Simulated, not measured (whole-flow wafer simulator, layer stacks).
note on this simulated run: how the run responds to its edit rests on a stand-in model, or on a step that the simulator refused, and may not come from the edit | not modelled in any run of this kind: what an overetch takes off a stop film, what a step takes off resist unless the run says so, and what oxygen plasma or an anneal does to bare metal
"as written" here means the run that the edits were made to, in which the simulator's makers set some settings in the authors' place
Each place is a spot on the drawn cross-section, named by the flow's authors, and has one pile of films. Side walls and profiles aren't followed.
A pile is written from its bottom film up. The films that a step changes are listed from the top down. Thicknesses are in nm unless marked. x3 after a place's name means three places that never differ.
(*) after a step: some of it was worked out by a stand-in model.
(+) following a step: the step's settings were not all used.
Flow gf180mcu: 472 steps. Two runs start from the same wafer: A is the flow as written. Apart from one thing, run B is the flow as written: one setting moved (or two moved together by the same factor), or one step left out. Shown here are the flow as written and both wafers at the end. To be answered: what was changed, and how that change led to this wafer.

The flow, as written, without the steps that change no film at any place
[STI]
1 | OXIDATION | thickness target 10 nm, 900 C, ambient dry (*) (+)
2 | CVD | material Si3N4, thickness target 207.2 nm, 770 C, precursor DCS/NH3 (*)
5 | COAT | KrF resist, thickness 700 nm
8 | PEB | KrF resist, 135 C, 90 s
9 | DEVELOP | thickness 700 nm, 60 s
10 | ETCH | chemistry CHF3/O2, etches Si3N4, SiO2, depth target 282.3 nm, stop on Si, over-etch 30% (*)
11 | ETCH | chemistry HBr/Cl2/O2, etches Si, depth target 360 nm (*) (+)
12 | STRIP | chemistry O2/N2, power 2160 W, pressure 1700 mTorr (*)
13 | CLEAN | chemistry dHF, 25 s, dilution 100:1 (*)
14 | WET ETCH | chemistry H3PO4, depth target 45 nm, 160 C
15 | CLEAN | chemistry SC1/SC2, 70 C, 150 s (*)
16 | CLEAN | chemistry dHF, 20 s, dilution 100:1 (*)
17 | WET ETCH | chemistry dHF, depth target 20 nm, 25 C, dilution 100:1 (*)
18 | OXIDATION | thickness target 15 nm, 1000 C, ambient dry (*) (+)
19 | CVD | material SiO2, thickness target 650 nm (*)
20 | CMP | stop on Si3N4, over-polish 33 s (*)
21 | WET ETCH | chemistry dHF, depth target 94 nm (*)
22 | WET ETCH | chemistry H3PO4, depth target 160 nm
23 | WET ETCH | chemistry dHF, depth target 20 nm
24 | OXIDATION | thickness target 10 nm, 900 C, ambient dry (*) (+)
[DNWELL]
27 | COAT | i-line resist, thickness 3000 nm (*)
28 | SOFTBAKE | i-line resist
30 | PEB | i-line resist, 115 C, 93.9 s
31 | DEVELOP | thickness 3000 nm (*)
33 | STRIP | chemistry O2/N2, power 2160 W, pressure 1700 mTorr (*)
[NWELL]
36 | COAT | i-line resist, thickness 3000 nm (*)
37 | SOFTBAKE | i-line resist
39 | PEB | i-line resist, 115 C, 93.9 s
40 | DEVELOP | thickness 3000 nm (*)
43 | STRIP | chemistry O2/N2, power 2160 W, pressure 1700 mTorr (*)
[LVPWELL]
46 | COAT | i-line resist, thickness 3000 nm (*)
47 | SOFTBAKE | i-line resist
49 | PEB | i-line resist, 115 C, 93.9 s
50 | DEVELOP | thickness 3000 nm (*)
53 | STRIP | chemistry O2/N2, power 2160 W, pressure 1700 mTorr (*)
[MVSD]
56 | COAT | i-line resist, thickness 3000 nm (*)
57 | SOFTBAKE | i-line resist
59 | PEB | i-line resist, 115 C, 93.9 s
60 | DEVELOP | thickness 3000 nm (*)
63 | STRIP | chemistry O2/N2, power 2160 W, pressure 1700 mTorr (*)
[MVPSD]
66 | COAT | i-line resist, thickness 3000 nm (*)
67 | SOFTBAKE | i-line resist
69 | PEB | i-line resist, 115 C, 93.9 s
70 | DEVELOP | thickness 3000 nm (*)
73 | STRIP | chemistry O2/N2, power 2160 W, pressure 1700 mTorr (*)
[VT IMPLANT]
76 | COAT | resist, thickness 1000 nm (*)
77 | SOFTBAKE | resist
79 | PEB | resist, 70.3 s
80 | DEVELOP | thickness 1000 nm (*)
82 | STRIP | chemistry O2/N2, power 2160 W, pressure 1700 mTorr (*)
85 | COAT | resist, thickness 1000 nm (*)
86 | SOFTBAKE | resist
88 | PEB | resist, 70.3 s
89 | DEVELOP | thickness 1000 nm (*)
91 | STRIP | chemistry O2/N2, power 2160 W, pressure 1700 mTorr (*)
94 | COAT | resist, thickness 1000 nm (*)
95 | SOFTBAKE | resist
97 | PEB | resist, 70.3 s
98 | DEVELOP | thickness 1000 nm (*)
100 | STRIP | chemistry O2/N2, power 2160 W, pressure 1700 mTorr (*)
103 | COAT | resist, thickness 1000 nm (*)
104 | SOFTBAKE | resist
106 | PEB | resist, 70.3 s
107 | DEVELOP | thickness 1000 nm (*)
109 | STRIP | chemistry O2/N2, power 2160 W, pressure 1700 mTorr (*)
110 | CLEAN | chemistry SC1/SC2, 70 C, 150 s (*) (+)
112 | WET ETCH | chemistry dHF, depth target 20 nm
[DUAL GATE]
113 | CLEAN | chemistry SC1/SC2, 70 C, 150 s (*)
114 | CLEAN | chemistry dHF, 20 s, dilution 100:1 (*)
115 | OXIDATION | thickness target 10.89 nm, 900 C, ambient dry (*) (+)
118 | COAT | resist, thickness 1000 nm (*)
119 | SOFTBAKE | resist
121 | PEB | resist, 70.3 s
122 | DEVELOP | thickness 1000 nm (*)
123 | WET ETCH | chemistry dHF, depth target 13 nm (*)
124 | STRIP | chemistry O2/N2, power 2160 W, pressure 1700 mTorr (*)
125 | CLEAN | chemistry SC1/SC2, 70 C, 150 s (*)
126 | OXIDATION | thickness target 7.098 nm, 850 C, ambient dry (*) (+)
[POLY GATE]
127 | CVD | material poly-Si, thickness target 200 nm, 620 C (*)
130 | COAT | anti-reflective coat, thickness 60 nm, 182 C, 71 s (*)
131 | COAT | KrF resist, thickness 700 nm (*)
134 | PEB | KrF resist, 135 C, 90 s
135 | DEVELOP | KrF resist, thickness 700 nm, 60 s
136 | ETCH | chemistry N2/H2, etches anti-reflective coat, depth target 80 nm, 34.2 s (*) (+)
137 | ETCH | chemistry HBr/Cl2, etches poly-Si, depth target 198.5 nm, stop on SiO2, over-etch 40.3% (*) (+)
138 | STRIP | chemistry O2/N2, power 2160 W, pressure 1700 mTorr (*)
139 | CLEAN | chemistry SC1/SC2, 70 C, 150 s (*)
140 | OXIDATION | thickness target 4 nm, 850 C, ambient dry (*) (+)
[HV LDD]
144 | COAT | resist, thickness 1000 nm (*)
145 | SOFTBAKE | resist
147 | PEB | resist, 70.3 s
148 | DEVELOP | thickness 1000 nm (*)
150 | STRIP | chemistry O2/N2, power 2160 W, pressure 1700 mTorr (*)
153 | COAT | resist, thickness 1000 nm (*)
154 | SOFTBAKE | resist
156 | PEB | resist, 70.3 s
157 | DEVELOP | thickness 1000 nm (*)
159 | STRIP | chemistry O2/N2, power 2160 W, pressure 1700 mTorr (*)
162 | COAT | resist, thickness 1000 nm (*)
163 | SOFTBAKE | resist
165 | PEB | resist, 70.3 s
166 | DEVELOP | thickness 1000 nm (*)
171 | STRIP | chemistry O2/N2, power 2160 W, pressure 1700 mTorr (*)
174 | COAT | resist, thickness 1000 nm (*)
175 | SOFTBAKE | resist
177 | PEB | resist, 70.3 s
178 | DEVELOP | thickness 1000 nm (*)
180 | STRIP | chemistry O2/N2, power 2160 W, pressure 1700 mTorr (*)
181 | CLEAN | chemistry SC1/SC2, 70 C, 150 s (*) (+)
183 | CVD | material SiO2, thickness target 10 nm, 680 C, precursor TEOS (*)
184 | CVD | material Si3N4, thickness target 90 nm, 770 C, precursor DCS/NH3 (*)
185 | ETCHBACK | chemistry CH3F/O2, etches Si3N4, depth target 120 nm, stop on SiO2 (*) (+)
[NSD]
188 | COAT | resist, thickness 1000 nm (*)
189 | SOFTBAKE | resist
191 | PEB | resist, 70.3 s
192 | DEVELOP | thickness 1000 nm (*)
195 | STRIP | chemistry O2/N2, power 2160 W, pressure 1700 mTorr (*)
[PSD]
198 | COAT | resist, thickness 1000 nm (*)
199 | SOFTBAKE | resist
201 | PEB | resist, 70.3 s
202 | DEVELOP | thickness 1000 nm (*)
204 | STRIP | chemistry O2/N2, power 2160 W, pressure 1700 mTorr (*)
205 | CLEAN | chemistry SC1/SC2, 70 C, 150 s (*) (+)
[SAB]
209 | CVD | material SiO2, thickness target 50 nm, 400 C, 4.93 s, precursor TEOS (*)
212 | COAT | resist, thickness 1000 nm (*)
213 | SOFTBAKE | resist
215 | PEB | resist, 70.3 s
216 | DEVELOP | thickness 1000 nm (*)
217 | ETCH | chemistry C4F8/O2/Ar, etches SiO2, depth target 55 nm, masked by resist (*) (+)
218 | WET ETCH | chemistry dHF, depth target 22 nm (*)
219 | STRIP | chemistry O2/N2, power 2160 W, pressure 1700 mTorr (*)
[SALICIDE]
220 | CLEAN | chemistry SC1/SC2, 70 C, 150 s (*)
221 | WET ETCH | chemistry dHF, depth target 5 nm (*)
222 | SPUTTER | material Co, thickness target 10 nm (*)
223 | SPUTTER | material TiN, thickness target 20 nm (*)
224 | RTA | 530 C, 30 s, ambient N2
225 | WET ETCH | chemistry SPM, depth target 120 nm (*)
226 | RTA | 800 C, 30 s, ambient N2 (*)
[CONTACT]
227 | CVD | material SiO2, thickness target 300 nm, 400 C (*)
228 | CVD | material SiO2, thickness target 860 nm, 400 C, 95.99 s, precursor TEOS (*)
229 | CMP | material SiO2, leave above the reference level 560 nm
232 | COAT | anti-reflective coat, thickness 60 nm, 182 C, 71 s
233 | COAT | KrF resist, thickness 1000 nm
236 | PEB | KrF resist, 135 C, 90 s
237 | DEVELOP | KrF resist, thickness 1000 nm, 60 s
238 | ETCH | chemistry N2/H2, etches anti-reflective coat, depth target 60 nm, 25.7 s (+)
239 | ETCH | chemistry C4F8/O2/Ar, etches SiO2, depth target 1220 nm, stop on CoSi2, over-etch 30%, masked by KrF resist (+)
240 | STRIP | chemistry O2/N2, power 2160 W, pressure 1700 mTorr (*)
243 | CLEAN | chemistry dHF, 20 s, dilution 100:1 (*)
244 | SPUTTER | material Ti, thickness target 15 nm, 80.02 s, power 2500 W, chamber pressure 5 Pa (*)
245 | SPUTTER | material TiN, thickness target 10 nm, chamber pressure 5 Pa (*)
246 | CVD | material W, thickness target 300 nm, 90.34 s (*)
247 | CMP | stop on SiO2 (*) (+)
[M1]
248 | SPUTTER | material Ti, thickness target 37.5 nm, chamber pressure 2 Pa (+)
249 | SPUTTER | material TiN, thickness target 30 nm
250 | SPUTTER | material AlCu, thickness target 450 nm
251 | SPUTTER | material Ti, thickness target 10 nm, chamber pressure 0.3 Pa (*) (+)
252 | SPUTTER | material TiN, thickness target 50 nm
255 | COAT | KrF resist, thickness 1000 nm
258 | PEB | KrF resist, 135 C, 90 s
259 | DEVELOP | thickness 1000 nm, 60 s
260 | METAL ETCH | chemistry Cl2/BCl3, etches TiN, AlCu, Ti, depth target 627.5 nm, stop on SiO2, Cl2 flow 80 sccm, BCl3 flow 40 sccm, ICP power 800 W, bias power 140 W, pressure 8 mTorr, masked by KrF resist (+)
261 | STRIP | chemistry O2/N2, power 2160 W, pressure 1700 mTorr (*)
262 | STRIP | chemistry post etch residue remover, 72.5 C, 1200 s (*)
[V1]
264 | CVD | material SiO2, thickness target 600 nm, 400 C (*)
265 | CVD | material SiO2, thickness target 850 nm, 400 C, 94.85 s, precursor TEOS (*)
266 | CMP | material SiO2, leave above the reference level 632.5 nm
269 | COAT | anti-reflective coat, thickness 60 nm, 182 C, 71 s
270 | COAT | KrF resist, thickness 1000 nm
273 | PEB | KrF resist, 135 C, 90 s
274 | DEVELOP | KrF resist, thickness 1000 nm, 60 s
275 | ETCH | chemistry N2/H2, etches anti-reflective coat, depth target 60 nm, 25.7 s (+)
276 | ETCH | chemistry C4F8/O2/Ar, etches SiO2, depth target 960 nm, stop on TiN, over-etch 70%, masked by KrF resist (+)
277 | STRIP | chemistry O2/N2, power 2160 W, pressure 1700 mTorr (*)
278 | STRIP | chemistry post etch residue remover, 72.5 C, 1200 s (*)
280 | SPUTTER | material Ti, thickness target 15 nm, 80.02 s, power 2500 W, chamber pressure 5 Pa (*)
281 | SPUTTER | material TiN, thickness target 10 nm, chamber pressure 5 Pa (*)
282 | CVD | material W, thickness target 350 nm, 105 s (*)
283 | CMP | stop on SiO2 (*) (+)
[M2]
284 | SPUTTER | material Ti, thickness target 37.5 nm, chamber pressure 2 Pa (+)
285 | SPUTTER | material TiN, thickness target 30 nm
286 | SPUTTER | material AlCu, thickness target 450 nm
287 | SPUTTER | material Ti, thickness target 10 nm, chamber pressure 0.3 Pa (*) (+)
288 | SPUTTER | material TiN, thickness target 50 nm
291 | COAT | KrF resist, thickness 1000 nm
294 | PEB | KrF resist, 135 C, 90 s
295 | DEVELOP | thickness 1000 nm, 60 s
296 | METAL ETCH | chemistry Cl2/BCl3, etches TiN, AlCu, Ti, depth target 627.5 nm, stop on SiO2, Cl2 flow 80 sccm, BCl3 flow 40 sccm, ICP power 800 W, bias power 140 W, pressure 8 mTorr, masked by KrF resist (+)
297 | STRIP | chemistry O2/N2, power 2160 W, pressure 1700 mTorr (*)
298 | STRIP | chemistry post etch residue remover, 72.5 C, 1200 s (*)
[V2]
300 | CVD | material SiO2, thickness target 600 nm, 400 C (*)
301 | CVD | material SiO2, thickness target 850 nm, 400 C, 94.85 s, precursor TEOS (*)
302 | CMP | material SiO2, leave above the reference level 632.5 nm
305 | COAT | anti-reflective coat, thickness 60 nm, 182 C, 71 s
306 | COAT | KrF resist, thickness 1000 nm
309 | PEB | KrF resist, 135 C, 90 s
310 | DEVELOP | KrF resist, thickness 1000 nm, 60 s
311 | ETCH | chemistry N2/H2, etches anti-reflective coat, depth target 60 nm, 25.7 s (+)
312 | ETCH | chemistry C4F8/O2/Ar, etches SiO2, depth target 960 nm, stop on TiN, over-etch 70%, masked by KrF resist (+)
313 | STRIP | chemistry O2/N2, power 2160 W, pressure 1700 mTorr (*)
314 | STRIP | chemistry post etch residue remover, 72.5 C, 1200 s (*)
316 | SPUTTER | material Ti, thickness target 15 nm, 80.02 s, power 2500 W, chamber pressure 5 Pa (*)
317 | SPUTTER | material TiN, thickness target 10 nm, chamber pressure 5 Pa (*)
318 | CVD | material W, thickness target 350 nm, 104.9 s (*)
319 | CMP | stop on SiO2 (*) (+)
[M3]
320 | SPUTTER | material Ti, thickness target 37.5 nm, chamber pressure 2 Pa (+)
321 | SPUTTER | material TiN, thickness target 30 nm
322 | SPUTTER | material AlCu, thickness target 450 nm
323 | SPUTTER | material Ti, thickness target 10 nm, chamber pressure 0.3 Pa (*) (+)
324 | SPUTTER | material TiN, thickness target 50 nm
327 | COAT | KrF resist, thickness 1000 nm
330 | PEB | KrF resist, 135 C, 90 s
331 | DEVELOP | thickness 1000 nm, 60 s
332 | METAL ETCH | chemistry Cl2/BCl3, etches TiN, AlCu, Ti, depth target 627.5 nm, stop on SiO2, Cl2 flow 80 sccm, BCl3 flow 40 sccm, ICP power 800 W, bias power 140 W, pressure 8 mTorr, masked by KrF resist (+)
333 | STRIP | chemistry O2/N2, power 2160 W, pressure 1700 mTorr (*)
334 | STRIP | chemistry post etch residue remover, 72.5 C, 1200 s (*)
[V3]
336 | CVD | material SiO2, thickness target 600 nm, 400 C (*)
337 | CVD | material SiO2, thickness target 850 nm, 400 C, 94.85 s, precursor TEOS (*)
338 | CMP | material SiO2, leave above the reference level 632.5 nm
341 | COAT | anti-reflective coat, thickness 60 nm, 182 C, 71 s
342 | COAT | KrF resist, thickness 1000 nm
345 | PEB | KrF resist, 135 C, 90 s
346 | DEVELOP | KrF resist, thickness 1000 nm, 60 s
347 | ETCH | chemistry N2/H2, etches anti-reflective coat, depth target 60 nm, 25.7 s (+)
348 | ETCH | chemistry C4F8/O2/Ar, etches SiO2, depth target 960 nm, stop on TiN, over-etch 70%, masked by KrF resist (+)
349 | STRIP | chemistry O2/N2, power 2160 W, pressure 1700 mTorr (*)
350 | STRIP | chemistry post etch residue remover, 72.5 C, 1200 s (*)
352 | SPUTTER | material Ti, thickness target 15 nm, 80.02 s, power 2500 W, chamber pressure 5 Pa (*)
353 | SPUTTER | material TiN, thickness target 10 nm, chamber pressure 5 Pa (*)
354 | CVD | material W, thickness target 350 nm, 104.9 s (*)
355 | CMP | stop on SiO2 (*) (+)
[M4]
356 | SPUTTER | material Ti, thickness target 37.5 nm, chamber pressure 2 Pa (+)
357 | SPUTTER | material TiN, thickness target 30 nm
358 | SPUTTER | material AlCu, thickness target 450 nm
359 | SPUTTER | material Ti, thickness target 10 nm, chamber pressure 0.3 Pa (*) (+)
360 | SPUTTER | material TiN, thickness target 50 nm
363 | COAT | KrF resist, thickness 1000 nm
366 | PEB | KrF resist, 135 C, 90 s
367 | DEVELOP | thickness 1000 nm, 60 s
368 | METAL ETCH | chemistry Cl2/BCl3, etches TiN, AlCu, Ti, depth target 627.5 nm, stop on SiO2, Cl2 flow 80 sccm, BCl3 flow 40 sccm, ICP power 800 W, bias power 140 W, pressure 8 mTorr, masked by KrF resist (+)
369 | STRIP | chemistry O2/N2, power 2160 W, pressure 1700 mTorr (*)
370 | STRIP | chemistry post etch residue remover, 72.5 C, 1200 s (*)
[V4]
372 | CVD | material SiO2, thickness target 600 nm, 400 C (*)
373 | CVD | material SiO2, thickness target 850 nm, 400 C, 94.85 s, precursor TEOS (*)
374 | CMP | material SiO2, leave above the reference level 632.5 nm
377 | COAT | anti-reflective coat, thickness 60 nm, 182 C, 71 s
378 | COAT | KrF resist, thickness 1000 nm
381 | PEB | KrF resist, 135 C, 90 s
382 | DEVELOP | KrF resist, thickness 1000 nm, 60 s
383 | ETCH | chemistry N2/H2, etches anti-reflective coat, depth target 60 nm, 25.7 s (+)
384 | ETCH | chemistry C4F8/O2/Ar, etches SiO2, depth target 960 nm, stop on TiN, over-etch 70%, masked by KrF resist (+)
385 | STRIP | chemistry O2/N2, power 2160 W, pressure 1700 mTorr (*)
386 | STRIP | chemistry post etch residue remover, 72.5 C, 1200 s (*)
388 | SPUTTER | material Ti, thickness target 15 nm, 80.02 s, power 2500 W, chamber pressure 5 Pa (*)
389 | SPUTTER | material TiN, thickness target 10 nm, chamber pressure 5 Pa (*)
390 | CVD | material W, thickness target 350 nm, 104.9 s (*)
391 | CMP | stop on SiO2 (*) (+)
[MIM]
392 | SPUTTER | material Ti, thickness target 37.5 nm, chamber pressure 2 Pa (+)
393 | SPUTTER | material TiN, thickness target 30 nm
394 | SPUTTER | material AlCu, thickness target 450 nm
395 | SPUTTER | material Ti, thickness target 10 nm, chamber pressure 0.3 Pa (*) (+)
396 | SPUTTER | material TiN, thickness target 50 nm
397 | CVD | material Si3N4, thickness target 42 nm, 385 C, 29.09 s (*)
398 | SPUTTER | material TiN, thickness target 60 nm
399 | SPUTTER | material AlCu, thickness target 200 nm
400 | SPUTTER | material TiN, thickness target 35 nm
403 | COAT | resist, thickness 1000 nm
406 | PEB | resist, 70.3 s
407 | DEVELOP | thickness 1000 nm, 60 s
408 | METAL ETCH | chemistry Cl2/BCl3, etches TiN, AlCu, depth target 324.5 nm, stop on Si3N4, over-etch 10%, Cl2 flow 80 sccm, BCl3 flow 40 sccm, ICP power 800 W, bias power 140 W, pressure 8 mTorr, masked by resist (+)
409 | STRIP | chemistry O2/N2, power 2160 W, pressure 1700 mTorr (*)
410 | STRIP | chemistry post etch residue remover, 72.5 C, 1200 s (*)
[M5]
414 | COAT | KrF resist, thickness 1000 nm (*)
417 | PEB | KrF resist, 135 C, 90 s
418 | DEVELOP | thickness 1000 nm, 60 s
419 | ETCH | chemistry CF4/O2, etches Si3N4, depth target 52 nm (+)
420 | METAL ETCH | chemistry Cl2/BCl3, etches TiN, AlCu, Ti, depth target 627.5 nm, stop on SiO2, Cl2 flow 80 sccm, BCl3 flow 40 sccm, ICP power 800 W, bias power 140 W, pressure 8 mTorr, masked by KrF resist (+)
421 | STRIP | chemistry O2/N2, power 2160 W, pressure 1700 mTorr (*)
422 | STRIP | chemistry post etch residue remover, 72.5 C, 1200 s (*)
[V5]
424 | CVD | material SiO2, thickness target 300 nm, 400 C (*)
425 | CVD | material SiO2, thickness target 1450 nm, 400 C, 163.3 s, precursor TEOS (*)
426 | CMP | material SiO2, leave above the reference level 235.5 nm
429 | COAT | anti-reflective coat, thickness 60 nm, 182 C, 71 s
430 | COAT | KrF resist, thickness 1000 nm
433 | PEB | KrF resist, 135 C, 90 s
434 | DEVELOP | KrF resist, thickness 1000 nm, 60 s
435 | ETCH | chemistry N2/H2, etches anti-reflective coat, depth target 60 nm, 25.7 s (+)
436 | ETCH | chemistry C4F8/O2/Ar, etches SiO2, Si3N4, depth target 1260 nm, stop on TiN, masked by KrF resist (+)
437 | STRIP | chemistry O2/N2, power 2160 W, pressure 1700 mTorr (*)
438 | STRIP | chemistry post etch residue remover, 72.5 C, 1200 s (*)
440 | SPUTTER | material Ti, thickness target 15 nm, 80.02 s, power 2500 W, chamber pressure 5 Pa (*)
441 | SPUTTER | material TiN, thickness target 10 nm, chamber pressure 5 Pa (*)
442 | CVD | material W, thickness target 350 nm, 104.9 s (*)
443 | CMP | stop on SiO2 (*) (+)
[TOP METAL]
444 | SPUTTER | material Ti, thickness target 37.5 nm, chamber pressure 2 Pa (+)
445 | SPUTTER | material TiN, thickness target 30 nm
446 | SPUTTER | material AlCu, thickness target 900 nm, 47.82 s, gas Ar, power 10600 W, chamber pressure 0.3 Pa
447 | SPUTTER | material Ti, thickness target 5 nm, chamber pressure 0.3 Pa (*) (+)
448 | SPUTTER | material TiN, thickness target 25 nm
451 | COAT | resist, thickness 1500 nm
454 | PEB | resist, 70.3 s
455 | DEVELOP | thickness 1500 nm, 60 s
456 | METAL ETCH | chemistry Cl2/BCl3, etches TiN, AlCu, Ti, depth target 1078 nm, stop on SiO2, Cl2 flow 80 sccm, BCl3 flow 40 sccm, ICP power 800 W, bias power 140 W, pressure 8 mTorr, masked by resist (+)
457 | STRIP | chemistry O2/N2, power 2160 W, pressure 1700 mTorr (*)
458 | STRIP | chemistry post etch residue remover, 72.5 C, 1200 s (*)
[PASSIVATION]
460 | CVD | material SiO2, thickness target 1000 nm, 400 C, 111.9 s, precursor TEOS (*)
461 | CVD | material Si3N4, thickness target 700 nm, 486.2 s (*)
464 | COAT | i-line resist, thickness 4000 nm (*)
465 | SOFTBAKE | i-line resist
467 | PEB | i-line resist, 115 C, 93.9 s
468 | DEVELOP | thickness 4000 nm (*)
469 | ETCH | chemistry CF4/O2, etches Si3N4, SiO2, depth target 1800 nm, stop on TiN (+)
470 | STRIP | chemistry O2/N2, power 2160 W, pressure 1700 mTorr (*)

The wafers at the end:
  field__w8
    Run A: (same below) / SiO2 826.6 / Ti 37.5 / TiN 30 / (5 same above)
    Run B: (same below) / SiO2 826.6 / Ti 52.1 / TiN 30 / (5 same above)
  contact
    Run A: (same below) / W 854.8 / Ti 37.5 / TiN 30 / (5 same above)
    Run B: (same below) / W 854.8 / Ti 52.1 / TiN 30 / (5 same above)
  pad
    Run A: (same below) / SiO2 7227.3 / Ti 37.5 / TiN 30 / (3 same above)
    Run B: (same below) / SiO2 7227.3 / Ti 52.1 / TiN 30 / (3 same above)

The reason: step 444, SPUTTER: thickness target 52.1 nm was run, though the flow has thickness target 37.5 nm.
The wafer itself shows it: field__w8 has Ti 52.1, and step 444 as written asks for 37.5 nm.

Step by step, how the change led to this:
  444 | SPUTTER | material Ti, thickness target 37.5 nm, chamber pressure 2 Pa (+)
      field, field__w1, field__w2 and 109 more: A +37.5 Ti (new film) | B +52.1 Ti (new film)
  456 | METAL ETCH | chemistry Cl2/BCl3, etches TiN, AlCu, Ti, depth target 1078 nm, stop on SiO2, Cl2 flow 80 sccm, BCl3 flow 40 sccm, ICP power 800 W, bias power 140 W, pressure 8 mTorr, masked by resist (+)
      field, field__w1, field__w2 and 103 more: A -25 TiN (all of it), -5 Ti (all of it), -900 AlCu (all of it), -30 TiN (all of it), -37.5 Ti (all of it) | B -25 TiN (all of it), -5 Ti (all of it), -900 AlCu (all of it), -30 TiN (all of it), -52.1 Ti (all of it)
  465 | SOFTBAKE | i-line resist
      gate: A +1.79 i-line resist | B -0.24 i-line resist
      ld_fp_p, ld_drift_p: A +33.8 i-line resist | B +27.6 i-line resist
      (and at 61 other places as well)
